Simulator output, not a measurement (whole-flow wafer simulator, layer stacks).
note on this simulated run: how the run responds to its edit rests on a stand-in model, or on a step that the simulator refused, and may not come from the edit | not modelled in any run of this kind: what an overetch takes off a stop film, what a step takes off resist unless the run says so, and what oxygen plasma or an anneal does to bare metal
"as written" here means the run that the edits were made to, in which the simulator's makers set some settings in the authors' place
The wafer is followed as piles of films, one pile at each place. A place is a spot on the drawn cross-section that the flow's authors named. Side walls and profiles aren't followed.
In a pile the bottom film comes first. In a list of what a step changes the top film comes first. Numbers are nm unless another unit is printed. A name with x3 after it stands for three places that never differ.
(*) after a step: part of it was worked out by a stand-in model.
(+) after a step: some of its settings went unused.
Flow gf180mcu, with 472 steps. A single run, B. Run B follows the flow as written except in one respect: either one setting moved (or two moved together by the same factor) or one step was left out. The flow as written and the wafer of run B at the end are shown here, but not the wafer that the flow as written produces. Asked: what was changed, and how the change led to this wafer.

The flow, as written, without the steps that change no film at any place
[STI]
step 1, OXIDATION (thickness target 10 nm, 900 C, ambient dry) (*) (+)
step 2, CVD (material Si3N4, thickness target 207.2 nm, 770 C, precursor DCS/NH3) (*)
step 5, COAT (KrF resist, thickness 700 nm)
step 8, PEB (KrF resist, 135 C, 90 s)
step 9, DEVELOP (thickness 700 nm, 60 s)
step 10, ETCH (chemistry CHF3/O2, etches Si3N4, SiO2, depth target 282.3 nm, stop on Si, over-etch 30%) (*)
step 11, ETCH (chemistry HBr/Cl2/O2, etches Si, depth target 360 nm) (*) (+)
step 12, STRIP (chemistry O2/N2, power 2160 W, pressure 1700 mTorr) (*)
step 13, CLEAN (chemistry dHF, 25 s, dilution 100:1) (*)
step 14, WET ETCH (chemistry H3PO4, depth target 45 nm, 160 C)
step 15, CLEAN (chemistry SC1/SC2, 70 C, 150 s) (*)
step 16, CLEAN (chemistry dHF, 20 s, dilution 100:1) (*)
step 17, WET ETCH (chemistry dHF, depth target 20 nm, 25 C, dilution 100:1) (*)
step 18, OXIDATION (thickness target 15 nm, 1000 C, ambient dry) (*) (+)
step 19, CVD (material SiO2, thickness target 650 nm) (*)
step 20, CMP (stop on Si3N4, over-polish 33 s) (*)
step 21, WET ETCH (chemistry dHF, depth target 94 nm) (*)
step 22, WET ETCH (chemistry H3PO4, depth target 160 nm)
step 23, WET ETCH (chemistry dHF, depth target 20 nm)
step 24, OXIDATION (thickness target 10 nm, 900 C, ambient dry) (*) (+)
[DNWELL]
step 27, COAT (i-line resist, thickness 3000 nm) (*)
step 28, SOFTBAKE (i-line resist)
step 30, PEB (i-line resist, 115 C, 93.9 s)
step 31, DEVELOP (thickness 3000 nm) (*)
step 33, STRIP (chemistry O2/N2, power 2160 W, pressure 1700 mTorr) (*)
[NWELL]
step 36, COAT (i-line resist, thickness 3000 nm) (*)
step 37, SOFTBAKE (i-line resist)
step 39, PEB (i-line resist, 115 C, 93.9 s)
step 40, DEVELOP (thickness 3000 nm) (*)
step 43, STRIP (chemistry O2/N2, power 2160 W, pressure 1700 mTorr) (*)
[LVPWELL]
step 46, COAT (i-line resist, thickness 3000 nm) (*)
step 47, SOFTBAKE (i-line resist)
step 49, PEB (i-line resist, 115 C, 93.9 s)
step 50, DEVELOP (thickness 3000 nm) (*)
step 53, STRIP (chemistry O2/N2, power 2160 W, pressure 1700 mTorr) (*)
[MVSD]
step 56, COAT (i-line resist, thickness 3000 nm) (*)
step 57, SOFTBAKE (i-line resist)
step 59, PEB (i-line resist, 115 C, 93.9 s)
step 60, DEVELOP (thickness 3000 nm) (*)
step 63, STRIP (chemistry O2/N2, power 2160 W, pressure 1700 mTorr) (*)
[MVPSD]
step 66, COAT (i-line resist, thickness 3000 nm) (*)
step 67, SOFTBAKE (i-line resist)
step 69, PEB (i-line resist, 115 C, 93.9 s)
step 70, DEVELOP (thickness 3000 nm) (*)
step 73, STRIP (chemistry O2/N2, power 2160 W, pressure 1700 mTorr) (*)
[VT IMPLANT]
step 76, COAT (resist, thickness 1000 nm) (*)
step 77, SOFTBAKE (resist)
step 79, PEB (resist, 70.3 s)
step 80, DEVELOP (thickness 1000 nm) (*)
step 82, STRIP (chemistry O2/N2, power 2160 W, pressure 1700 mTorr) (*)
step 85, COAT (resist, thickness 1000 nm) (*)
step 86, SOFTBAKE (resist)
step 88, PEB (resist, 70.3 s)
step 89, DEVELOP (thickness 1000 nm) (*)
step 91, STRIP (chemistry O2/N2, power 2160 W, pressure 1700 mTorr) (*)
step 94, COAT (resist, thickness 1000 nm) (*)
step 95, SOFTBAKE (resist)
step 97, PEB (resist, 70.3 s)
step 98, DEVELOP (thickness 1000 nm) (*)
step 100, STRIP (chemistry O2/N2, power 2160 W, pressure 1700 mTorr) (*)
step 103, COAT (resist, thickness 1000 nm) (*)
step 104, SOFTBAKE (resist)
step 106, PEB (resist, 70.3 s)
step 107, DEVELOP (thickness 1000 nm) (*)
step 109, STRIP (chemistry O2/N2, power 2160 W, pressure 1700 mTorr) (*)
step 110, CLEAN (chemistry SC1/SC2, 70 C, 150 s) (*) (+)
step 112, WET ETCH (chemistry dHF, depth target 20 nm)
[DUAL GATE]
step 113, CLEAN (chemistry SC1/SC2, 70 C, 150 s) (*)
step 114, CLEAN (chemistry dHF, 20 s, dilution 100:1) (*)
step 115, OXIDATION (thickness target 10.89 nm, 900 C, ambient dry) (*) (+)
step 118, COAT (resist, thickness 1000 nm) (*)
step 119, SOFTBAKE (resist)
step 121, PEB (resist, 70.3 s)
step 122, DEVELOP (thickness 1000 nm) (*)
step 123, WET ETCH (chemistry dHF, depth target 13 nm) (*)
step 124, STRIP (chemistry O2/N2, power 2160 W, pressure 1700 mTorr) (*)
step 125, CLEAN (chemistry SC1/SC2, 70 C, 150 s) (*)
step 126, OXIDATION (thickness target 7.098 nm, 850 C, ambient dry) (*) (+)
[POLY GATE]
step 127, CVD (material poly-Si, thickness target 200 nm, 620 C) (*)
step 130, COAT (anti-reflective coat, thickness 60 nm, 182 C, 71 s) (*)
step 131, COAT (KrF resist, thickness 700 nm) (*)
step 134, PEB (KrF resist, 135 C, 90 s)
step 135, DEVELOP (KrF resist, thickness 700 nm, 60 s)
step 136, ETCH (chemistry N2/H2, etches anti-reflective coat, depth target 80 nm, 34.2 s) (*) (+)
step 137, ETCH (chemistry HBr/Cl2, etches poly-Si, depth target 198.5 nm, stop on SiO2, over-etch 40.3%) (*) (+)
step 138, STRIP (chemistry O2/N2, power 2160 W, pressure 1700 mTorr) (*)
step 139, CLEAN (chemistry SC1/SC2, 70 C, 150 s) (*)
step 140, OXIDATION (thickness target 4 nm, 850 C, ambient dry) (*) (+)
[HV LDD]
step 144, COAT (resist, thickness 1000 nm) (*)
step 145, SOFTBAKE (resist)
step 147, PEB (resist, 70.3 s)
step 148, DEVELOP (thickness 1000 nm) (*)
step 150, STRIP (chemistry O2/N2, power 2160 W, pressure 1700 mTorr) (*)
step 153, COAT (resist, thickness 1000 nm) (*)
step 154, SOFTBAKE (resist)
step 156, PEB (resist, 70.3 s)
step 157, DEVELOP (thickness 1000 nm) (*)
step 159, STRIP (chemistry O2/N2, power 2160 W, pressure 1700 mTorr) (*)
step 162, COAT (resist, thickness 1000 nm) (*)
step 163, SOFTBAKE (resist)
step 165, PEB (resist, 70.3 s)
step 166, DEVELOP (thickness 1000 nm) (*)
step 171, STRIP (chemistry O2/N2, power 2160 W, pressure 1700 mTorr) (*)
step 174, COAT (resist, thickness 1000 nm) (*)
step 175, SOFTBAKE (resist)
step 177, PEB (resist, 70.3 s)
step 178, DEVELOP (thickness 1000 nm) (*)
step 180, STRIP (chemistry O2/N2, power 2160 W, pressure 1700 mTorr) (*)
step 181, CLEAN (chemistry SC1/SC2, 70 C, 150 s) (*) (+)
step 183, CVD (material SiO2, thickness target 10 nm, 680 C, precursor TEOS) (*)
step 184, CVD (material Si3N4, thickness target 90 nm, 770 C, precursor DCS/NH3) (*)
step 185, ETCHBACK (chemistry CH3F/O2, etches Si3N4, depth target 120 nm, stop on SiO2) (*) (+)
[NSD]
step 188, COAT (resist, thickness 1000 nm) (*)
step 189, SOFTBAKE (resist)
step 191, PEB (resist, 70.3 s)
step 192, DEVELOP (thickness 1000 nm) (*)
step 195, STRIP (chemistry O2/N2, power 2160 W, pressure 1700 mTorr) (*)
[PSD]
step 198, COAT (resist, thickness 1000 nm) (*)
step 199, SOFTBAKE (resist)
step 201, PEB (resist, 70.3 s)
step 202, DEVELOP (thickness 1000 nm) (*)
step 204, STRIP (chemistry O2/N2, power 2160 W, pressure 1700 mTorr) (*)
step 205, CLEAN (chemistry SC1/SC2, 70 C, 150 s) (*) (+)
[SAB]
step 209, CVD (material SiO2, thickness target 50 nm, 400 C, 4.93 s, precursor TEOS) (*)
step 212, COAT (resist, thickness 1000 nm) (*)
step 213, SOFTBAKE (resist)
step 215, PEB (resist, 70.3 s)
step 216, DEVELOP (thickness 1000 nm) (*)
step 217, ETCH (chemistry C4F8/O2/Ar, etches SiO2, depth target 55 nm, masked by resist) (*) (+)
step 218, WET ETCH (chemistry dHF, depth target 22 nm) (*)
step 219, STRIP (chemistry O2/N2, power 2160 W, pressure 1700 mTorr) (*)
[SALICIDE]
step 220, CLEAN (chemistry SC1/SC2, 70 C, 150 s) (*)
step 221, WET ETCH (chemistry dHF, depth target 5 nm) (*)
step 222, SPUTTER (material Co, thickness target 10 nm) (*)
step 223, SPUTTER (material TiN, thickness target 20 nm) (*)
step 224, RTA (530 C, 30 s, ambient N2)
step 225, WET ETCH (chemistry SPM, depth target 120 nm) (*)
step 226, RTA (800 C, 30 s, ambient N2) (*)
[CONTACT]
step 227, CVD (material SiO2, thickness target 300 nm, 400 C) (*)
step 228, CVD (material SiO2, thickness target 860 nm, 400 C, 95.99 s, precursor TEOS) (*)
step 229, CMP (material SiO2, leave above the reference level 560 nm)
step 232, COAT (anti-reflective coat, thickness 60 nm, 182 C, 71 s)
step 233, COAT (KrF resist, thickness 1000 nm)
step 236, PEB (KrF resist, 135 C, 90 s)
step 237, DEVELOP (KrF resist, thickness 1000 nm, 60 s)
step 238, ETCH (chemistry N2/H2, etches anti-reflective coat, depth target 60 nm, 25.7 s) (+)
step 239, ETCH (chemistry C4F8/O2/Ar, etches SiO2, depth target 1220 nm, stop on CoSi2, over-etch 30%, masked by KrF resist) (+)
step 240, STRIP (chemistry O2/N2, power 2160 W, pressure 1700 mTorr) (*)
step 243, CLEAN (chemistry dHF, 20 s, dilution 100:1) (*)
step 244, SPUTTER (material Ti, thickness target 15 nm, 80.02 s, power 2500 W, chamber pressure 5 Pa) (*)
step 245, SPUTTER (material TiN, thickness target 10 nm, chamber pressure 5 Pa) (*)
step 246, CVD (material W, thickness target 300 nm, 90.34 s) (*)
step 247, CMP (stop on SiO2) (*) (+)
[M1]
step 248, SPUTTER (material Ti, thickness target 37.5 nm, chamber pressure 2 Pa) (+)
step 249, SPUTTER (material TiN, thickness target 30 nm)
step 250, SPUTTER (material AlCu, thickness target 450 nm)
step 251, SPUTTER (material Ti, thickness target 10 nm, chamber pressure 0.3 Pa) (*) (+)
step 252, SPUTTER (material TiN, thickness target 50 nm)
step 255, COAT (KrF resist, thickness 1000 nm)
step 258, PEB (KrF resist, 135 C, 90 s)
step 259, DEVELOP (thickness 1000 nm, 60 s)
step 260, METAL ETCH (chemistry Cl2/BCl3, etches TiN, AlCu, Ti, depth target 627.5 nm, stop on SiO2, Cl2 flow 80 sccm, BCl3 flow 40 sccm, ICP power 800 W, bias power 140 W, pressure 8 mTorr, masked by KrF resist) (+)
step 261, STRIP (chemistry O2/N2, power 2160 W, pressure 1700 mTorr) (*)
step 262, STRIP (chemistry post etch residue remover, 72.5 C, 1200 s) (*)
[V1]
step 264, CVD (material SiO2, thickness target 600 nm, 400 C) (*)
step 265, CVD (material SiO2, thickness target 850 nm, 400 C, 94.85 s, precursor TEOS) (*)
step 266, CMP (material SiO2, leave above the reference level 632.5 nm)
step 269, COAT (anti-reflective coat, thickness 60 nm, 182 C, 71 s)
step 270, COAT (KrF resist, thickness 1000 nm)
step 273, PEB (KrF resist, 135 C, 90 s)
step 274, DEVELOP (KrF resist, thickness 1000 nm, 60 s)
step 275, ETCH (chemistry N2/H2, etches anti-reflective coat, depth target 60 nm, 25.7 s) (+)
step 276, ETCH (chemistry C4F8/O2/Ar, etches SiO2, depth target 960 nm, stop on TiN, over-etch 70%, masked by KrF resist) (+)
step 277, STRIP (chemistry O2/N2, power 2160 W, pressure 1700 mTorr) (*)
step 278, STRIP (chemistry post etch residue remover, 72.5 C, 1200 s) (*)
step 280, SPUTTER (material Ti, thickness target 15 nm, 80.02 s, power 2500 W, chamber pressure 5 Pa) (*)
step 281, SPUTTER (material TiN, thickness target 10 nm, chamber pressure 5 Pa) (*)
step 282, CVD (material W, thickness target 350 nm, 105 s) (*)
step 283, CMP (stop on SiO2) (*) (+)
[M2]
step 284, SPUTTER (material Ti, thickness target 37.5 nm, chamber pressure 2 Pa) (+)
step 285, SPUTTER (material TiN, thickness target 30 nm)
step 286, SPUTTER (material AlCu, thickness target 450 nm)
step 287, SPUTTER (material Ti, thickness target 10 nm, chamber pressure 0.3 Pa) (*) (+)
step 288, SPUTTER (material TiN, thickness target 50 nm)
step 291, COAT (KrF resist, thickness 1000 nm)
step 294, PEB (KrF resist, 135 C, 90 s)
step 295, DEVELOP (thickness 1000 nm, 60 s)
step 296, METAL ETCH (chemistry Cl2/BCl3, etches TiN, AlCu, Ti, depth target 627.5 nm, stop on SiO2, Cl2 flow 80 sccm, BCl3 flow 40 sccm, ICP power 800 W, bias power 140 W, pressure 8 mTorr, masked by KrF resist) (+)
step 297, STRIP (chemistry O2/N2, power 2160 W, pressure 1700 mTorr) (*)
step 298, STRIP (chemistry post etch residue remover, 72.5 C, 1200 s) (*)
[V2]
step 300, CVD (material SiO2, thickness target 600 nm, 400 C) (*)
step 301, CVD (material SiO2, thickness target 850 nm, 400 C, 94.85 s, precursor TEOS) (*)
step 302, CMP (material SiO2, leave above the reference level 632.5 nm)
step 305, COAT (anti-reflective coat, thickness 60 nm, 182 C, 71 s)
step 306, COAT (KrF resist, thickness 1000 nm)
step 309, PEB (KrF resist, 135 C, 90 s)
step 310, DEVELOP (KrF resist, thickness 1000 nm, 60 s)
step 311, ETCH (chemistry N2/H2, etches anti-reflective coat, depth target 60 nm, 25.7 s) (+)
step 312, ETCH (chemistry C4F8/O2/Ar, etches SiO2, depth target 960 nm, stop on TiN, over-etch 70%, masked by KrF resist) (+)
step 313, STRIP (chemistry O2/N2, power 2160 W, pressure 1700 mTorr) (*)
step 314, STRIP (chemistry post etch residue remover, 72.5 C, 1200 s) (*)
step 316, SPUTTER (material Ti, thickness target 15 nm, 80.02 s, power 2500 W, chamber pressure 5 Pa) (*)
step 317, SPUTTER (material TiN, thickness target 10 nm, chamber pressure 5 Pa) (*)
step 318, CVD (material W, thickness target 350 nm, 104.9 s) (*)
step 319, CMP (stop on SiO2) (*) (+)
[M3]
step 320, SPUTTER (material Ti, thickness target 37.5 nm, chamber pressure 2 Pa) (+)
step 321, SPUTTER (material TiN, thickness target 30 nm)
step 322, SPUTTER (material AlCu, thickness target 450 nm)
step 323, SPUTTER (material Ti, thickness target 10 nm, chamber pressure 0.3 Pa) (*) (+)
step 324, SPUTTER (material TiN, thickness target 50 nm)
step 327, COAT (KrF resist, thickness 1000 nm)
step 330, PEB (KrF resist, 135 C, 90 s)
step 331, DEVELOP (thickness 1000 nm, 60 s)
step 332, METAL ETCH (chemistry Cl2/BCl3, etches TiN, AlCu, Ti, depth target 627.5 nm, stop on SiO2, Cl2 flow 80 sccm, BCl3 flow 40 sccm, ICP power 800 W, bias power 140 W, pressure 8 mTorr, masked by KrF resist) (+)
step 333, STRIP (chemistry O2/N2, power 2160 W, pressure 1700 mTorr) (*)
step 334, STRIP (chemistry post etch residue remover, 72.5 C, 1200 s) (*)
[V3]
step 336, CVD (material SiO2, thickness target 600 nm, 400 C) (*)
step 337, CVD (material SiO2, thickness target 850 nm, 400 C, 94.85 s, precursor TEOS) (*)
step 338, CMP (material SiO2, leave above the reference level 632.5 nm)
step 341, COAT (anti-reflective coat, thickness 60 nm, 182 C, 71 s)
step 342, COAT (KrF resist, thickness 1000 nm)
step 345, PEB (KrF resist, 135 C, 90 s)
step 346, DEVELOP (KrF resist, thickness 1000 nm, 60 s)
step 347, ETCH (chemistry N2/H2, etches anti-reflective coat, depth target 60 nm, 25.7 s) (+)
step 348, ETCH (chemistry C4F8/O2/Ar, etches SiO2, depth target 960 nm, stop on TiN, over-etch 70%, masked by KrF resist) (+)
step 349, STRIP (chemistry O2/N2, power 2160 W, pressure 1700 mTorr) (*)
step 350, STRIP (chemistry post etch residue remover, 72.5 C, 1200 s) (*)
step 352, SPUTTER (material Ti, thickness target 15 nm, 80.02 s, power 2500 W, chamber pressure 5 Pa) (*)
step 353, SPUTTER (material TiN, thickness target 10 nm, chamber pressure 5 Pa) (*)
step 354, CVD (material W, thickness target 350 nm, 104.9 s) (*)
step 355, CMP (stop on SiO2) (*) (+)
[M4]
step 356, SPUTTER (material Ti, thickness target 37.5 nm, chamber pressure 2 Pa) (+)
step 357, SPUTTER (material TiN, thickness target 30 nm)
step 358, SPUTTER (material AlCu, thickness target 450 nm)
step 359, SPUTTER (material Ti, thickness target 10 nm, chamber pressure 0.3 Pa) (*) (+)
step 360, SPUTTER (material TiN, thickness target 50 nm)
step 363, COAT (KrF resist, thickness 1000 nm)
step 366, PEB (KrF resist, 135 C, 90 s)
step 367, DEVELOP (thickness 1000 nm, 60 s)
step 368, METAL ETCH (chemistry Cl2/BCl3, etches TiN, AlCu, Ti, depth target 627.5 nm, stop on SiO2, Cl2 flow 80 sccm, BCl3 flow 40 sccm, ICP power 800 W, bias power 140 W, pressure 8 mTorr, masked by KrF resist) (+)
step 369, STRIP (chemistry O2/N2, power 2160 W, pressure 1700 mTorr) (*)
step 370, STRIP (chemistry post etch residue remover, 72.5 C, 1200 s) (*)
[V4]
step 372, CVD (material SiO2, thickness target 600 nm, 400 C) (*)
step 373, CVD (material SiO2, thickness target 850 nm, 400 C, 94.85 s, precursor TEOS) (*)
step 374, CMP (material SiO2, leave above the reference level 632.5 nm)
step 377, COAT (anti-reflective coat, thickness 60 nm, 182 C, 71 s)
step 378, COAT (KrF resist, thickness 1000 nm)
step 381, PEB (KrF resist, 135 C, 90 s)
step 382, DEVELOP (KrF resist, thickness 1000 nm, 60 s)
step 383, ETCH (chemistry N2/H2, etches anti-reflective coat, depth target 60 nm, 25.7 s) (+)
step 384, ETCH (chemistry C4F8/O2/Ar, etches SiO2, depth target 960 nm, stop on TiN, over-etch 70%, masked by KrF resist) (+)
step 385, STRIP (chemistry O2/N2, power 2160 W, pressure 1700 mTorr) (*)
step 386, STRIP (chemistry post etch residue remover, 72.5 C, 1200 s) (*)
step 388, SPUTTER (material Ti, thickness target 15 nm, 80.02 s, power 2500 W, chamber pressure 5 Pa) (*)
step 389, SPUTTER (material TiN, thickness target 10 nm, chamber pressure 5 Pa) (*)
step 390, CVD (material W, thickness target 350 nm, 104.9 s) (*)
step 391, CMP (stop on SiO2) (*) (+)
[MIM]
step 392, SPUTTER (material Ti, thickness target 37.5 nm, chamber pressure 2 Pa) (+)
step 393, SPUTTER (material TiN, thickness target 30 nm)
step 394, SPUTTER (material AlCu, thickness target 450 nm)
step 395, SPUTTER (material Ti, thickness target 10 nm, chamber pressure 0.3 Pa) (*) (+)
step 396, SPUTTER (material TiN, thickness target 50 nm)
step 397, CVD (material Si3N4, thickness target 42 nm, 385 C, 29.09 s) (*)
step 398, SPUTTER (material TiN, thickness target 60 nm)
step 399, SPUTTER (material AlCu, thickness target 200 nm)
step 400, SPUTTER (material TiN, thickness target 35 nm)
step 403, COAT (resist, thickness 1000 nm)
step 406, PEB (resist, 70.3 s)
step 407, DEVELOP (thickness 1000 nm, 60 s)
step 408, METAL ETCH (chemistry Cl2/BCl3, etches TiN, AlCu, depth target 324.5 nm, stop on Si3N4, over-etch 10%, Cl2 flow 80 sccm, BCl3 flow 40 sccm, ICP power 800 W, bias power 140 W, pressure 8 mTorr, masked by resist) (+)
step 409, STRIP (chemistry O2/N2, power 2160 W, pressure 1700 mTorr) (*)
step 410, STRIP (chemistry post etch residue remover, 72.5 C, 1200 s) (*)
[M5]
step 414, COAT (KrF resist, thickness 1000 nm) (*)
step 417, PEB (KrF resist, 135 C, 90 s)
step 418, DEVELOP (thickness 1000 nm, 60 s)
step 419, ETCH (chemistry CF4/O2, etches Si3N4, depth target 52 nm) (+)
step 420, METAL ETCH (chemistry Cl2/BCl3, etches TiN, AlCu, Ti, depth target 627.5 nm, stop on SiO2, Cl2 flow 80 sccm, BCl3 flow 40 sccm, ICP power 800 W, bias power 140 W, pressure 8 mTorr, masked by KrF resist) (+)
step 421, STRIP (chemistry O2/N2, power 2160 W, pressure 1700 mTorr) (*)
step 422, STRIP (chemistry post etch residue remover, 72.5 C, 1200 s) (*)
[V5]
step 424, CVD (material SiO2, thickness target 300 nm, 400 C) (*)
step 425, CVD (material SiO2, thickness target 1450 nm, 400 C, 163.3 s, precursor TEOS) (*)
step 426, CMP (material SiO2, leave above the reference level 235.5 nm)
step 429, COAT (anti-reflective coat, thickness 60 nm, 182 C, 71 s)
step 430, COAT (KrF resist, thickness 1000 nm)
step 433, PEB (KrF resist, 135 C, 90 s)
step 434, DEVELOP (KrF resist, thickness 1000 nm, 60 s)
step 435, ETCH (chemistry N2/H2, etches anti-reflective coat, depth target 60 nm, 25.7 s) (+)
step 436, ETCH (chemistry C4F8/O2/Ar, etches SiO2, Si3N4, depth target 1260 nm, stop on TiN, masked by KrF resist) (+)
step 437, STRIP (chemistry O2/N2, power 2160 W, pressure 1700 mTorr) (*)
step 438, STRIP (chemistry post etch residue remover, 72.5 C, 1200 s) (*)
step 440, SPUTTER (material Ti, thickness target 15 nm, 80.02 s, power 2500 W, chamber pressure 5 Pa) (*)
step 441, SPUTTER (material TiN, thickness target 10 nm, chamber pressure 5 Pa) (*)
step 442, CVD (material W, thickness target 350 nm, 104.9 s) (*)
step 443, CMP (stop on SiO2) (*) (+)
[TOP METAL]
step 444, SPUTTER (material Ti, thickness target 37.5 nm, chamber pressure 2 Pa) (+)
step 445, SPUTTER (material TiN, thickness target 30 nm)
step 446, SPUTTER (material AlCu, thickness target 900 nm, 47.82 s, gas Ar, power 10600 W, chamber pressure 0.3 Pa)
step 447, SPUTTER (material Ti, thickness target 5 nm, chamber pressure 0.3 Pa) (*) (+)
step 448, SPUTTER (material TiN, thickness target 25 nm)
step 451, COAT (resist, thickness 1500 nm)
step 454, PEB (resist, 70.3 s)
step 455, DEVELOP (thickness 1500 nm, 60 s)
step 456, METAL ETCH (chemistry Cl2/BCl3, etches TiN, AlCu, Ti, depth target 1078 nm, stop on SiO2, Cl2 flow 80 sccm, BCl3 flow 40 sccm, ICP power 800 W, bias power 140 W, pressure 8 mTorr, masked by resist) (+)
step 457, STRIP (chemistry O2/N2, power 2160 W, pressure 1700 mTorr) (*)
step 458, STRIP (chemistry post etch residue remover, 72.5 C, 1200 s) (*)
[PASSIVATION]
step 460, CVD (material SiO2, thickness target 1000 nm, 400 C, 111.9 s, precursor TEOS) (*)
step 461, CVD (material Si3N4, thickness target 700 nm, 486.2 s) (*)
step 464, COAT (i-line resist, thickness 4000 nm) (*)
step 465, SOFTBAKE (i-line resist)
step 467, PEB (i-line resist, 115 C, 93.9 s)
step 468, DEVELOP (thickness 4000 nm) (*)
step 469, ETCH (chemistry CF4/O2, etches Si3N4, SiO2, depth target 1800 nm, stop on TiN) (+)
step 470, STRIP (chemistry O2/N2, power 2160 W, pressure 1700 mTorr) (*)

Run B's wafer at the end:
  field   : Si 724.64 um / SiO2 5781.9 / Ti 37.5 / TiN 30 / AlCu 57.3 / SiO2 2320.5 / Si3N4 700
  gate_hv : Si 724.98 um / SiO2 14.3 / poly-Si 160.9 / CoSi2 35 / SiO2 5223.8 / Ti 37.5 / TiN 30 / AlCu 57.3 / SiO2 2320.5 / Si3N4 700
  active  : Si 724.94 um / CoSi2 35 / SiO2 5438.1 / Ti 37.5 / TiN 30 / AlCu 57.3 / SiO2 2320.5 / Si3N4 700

What caused this: step 420, METAL ETCH: depth target 445.5 nm was run, whereas the flow has depth target 627.5 nm.

How this came from the change, step by step:
  step 420, METAL ETCH (chemistry Cl2/BCl3, etches TiN, AlCu, Ti, depth target 627.5 nm, stop on SiO2, Cl2 flow 80 sccm, BCl3 flow 40 sccm, ICP power 800 W, bias power 140 W, pressure 8 mTorr, masked by KrF resist) (+)
      field, field__w1, field__w2 and 101 more: -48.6 TiN (all of it), -10 Ti (all of it), -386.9 AlCu (as written it would have been: -48.6 TiN (all of it), -10 Ti (all of it), -450 AlCu (all of it), -30 TiN (all of it), -37.5 Ti (all of it))
      field__w4, field__w8, contact, m1, m1__w1, mim, mim_1p0, m1_nw: -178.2 KrF resist (as written it would have been: -251 KrF resist)
  step 421, STRIP (chemistry O2/N2, power 2160 W, pressure 1700 mTorr) (*)
      field__w8, m1__w1: -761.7 KrF resist (all of it) (as written it would have been: -688.9 KrF resist (all of it))
      contact, m1: -762.1 KrF resist (all of it) (as written it would have been: -689.3 KrF resist (all of it))
      (and at 4 other places as well)
  step 422, STRIP (chemistry post etch residue remover, 72.5 C, 1200 s) (*)
      field, field__w1, field__w2 and 101 more: -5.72 AlCu (as written it would have been: nothing)
  step 424, CVD (material SiO2, thickness target 300 nm, 400 C) (*)
      field, field__w1, field__w2 and 101 more: +300 SiO2 (new film) (as written it would have been: +300 SiO2)
  step 426, CMP (material SiO2, leave above the reference level 235.5 nm)
      field, field__w1, field__w5 and 92 more: -425.7 SiO2 (as written it would have been: -300.8 SiO2)
      field__w2, field__w3, field__w12 and 6 more: -403.2 SiO2 (as written it would have been: -272.7 SiO2)
With metal films that touch counted as one body, field has 1 body; the flow as written gives 0 bodies.
With metal films that touch counted as one body, gate_hv has 2 bodies (between them, from the top down: SiO2 5223.8); the flow as written gives 1 body.
With metal films that touch counted as one body, active has 2 bodies (between them, from the top down: SiO2 5438.1); the flow as written gives 1 body.
